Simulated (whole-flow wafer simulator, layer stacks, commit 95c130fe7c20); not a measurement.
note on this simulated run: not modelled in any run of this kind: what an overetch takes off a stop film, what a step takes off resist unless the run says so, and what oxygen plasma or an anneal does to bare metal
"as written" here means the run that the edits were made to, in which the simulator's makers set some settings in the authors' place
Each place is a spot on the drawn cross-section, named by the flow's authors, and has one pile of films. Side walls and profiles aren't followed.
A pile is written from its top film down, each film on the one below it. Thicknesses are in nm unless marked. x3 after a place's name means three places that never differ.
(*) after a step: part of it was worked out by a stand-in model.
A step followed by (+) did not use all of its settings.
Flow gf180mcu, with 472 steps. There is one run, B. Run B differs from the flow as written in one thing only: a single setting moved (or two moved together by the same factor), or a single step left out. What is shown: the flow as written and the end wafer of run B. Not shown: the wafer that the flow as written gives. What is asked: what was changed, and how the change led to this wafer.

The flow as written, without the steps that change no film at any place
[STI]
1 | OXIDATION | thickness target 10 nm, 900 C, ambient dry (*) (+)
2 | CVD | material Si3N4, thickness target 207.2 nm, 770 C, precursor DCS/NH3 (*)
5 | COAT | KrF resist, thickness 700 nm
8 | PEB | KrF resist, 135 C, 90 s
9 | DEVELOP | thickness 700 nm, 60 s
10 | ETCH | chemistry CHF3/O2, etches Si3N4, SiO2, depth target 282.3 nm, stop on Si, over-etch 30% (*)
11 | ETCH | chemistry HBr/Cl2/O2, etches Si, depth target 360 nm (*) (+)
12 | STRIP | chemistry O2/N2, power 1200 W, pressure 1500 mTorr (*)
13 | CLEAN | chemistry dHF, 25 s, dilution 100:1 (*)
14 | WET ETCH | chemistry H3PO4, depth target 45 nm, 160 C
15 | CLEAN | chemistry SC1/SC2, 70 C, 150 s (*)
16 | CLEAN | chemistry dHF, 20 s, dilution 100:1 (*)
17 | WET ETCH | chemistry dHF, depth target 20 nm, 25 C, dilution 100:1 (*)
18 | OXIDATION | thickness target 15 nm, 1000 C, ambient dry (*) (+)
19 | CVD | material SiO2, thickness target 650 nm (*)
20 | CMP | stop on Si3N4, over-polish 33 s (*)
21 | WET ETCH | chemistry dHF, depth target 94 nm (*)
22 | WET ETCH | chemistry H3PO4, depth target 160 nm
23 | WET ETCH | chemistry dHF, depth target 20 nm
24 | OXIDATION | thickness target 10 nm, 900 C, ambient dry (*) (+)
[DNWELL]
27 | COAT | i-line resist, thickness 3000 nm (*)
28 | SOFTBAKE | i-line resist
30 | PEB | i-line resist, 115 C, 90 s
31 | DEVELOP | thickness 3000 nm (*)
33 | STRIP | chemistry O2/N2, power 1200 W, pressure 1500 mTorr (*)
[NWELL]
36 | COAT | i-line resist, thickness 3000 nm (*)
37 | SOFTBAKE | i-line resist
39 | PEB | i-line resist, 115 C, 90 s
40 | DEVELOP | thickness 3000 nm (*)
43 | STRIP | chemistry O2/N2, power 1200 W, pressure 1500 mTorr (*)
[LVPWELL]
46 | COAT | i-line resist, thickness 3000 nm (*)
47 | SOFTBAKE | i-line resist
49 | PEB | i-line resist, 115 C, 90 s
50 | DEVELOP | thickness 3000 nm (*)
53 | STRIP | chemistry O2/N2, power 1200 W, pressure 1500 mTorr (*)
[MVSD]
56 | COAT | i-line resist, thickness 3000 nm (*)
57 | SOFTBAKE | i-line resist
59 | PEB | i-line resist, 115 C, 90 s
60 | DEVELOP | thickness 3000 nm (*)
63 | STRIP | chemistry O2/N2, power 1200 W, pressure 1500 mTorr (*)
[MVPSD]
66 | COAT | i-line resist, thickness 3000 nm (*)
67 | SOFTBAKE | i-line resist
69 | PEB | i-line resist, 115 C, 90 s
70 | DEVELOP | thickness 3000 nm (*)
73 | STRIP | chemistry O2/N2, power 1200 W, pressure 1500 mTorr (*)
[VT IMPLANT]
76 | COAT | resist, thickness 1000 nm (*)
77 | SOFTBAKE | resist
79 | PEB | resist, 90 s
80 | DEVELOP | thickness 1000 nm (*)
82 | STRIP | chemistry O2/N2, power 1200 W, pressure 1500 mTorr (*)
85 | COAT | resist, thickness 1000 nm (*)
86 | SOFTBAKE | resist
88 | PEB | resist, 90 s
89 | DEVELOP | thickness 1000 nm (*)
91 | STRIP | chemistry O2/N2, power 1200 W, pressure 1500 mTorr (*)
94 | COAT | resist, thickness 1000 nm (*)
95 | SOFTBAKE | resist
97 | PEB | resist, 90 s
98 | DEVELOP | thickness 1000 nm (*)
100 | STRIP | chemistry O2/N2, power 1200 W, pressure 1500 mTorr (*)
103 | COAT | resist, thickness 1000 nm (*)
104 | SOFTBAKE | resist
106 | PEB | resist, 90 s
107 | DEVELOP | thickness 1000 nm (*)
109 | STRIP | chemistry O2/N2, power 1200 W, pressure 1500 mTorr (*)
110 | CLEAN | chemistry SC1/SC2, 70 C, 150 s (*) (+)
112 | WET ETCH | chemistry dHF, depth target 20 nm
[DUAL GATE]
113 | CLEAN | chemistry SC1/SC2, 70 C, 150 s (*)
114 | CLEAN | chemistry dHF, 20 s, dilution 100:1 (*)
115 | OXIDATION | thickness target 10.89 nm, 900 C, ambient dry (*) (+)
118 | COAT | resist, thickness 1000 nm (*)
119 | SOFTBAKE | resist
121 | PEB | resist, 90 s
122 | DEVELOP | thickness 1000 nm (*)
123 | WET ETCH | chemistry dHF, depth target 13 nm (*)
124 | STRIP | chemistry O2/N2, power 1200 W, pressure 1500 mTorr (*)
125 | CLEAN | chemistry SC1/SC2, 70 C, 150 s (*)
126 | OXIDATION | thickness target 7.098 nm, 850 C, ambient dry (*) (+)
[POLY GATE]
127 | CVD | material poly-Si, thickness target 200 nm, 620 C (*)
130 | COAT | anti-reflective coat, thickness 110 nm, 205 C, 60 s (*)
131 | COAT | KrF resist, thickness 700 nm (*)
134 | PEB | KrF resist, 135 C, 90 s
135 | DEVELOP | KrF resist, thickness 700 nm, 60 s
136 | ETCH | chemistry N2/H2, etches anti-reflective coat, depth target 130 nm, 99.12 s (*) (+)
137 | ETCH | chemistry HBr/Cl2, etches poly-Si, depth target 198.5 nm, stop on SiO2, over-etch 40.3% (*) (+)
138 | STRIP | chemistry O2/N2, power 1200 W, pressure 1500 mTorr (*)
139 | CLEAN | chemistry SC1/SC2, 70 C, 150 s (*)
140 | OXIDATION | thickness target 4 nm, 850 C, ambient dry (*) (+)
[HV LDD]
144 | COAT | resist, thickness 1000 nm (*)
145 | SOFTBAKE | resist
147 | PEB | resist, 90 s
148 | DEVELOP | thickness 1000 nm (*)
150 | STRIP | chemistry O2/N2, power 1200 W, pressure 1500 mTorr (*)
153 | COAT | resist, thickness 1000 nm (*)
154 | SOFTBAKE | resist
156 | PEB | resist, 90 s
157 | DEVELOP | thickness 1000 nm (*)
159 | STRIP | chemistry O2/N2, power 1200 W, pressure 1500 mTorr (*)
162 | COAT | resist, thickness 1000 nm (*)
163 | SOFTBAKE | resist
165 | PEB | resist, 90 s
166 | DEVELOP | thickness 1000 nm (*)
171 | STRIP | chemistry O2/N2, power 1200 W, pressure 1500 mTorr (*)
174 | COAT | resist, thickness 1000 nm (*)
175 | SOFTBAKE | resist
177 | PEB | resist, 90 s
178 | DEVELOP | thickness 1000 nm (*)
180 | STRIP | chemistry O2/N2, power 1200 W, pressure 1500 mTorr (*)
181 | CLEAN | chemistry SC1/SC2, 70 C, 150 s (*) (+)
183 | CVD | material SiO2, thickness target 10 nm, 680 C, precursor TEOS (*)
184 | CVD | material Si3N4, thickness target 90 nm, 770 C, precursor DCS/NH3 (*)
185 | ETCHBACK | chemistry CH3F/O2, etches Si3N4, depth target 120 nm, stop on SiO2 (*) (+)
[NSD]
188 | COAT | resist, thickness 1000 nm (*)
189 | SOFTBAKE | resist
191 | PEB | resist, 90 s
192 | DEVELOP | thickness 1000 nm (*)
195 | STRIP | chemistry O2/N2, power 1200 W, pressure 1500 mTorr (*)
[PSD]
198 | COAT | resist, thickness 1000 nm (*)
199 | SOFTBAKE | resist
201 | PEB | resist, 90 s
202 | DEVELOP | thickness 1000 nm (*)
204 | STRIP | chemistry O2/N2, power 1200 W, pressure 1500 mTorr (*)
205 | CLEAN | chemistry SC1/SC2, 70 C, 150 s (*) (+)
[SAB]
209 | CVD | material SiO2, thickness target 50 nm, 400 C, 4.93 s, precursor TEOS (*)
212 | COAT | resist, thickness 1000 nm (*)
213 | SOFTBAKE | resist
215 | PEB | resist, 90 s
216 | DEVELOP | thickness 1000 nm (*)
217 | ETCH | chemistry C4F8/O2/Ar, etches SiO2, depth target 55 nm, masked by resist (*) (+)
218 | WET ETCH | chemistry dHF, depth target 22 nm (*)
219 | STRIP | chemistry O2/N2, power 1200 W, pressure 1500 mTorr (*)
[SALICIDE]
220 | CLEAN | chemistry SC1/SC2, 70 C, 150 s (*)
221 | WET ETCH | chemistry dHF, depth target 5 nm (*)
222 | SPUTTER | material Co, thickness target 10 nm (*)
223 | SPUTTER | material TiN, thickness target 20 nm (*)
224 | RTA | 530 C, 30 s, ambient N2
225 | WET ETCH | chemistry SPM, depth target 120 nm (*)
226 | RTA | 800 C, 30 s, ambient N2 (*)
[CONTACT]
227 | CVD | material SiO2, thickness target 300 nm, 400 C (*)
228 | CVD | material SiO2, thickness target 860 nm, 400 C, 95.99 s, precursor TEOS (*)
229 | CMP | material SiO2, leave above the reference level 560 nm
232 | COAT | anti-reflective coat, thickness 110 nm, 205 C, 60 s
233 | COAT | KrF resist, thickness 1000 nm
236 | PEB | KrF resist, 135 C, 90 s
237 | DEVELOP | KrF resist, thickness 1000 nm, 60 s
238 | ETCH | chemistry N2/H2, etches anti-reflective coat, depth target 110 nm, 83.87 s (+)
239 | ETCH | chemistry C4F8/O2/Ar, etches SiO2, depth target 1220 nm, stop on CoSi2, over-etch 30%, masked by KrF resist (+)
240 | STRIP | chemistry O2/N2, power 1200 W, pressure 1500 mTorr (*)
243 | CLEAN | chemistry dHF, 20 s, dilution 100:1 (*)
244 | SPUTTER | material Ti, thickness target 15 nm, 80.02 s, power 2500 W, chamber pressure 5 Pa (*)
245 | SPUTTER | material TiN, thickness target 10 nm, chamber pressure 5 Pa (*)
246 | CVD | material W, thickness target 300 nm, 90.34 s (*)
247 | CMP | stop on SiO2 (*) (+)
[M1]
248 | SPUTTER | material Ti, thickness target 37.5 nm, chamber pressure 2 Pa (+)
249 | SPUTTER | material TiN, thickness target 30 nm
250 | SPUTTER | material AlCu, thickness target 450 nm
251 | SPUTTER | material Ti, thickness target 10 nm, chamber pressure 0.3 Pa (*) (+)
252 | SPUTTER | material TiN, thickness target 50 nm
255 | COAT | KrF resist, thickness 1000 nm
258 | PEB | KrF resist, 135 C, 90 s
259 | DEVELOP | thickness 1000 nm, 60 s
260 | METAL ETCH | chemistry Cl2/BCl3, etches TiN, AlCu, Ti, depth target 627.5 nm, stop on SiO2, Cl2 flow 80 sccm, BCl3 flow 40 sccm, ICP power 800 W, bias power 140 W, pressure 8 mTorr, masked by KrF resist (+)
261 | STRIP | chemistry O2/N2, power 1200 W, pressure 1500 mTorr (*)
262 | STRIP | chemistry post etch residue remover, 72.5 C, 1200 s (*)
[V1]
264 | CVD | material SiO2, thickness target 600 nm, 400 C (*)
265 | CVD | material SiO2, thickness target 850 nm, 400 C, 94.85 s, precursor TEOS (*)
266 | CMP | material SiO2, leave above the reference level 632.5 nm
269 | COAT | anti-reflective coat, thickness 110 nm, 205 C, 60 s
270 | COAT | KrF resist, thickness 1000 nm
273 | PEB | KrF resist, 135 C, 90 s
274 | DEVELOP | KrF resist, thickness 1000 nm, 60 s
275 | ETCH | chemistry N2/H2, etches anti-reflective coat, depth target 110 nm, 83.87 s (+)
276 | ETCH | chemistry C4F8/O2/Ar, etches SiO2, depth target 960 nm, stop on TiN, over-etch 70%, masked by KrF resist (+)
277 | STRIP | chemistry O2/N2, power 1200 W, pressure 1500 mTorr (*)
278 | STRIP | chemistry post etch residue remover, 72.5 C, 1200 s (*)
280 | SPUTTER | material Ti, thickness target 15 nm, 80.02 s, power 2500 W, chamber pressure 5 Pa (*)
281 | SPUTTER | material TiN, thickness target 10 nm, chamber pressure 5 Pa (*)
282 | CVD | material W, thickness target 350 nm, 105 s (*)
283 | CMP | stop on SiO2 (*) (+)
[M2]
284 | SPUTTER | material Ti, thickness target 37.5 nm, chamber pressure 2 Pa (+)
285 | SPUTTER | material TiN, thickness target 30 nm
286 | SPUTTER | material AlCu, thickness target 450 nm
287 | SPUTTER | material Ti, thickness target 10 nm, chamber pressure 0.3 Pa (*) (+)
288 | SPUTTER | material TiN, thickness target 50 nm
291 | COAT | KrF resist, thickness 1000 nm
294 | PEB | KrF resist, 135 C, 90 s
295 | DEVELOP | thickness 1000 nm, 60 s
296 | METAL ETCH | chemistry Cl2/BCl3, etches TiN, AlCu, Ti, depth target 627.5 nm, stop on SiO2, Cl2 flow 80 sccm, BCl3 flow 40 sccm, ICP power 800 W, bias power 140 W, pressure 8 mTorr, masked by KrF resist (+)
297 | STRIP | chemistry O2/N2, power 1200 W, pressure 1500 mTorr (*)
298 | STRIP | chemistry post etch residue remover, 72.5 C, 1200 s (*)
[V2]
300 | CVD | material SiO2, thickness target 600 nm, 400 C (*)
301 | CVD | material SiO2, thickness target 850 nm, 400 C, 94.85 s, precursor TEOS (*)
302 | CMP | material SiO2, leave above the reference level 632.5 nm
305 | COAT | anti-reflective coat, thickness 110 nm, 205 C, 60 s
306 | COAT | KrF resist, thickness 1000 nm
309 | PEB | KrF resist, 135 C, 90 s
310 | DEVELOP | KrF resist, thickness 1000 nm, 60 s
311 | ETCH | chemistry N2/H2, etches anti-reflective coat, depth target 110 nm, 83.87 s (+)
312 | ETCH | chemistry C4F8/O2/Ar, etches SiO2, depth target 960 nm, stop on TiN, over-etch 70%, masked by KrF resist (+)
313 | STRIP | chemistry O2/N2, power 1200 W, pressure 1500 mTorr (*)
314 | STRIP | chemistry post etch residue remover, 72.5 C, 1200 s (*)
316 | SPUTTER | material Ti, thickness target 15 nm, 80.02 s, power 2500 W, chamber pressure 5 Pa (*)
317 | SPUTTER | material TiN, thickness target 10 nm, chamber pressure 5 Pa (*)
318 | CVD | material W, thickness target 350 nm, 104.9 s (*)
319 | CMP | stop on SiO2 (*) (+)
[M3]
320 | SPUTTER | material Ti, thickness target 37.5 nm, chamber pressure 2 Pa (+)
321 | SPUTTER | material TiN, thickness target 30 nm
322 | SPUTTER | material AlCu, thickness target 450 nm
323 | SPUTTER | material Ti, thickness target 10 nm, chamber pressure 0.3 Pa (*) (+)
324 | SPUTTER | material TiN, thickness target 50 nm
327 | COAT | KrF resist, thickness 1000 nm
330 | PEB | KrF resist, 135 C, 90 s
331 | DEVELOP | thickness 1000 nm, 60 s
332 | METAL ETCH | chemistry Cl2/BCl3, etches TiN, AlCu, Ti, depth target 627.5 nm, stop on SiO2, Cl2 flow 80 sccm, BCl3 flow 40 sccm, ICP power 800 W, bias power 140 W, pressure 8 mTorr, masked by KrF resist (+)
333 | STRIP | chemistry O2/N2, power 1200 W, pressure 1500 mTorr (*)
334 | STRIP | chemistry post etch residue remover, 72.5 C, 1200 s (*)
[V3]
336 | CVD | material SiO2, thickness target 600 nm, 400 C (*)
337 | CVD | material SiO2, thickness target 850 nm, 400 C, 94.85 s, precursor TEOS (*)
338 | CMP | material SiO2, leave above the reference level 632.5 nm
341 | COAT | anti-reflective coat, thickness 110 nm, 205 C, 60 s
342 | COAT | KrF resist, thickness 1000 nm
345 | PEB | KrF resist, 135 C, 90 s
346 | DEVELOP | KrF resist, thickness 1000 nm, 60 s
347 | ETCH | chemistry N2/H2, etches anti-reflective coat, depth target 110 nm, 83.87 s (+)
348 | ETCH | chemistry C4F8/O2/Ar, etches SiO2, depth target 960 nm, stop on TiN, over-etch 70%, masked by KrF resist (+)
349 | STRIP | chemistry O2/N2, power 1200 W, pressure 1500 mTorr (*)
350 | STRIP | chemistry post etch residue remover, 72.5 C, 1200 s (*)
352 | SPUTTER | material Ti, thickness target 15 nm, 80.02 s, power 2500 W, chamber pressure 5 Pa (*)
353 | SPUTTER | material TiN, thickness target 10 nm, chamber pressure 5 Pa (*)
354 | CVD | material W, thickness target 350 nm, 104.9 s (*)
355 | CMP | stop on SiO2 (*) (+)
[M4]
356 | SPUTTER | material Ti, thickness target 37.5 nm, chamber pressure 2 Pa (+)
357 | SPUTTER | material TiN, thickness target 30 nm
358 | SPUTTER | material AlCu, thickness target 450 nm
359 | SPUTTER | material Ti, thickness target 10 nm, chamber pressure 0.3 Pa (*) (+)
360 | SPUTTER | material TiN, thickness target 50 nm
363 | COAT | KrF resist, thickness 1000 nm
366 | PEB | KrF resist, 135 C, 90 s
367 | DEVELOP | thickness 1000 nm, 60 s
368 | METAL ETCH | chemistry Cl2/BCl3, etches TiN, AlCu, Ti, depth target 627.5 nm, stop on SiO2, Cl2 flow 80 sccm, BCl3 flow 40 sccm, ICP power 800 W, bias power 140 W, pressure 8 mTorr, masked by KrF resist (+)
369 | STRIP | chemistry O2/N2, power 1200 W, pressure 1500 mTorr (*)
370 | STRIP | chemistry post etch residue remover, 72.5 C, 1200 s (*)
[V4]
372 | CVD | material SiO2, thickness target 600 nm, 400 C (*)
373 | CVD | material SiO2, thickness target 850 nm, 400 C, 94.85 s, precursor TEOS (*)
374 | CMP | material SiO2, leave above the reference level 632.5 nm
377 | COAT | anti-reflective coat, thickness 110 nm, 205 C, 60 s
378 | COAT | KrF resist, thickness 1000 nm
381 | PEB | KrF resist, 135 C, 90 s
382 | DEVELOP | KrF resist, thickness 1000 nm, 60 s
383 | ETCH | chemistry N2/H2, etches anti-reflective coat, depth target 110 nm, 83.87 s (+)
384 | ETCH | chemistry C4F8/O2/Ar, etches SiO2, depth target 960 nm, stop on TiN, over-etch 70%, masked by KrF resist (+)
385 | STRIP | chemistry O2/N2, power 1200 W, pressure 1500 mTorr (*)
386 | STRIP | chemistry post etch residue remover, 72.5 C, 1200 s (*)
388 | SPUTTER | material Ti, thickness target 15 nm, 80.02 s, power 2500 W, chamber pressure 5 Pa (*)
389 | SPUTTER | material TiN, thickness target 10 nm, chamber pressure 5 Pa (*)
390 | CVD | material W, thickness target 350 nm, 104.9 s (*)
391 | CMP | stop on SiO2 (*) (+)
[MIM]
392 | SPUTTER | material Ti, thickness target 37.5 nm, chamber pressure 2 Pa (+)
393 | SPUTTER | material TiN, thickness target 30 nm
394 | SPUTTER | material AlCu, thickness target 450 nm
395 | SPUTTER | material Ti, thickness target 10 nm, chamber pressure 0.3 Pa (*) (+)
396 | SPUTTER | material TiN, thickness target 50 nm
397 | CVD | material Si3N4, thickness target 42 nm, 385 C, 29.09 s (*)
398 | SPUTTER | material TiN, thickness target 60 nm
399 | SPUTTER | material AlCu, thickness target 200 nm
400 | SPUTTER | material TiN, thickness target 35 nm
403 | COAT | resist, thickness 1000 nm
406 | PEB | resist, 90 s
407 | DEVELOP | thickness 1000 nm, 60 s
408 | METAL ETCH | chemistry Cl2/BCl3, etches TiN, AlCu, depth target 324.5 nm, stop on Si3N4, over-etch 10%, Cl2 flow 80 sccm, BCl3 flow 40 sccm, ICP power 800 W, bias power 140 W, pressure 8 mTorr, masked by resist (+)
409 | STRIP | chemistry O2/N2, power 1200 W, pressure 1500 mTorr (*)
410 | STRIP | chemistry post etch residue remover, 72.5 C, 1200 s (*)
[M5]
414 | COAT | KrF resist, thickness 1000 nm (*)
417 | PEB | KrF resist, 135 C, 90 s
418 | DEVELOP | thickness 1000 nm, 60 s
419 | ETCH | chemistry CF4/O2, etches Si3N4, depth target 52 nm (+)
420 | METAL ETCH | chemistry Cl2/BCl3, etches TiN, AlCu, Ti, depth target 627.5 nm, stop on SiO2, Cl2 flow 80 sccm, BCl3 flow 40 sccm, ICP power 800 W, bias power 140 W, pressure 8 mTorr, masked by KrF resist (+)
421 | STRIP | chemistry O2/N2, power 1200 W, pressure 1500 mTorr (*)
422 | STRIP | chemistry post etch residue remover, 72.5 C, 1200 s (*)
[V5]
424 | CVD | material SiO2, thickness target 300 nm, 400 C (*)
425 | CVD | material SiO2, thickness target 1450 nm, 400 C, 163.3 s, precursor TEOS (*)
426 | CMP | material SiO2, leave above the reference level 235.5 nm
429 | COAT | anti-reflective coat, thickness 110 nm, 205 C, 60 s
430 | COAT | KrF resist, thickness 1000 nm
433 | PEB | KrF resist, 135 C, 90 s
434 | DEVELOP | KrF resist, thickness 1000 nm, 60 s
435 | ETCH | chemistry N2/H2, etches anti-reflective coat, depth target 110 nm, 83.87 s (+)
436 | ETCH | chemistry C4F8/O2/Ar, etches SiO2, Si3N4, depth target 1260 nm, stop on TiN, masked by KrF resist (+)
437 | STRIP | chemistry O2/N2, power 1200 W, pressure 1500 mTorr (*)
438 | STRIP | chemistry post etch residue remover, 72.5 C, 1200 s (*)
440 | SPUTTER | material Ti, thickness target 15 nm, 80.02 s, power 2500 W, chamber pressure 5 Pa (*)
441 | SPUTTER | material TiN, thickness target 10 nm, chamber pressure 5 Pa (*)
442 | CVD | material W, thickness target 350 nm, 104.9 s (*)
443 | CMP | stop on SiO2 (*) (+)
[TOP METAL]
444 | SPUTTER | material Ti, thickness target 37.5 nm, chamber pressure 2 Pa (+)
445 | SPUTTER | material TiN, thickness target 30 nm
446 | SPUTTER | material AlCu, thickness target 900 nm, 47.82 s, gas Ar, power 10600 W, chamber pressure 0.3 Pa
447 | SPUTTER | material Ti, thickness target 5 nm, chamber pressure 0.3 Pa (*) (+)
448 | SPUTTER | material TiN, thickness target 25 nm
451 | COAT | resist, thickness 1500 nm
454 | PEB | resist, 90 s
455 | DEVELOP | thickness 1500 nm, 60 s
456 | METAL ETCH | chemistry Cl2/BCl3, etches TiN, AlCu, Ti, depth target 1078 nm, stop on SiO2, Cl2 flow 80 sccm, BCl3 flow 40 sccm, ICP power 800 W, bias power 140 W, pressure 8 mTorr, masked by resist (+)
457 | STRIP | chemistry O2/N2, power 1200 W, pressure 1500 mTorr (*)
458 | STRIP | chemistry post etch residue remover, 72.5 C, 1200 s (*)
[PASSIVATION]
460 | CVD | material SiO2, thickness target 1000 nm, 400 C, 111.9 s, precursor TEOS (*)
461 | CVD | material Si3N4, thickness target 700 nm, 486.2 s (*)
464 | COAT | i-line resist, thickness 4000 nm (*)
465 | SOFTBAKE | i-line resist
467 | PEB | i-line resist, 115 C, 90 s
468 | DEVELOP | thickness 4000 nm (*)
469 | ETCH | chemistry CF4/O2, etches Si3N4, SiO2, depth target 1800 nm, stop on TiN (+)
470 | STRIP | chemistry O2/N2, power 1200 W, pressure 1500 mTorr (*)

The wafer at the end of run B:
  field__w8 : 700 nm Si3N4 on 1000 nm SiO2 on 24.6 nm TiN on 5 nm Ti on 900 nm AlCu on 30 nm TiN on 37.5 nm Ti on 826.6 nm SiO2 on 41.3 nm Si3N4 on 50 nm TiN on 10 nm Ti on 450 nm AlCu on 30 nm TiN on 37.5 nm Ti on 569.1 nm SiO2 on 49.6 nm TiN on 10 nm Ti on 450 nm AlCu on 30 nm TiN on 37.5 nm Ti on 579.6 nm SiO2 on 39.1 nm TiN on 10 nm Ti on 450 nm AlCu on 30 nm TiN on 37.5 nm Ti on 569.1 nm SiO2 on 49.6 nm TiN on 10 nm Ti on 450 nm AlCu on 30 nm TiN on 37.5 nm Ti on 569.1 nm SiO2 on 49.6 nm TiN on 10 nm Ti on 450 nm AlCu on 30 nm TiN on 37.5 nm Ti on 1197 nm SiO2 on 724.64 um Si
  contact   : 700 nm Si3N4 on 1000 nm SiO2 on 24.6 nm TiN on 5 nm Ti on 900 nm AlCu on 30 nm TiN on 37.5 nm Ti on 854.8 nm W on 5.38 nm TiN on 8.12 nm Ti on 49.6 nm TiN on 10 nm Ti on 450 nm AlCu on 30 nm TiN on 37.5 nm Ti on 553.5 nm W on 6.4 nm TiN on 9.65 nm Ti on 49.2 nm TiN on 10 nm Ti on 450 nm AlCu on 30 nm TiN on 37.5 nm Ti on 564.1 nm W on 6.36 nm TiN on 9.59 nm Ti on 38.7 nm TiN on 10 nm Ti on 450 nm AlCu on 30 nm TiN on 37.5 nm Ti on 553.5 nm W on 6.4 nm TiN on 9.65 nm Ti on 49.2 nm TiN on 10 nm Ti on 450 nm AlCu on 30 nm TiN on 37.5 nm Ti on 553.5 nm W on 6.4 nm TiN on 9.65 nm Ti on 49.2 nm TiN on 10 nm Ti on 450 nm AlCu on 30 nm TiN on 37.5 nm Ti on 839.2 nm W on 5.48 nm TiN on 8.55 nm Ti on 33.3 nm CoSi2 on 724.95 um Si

What caused this: step 324, SPUTTER: thickness target 39.5 nm was run, while the flow as written has thickness target 50 nm.

Step by step, how the change led to this:
  324 | SPUTTER | material TiN, thickness target 50 nm
      field, field__w1, field__w2 and 108 more: TiN gains 39.5 (new film) (in the flow as written it would be: TiN gains 50 (new film))
  332 | METAL ETCH | chemistry Cl2/BCl3, etches TiN, AlCu, Ti, depth target 627.5 nm, stop on SiO2, Cl2 flow 80 sccm, BCl3 flow 40 sccm, ICP power 800 W, bias power 140 W, pressure 8 mTorr, masked by KrF resist (+)
      field, field__w1, field__w2 and 103 more: TiN loses 39.5 (all of it), Ti loses 10 (all of it), AlCu loses 450 (all of it), TiN loses 30 (all of it), Ti loses 37.5 (all of it) (in the flow as written it would be: TiN loses 50 (all of it), Ti loses 10 (all of it), AlCu loses 450 (all of it), TiN loses 30 (all of it), Ti loses 37.5 (all of it))
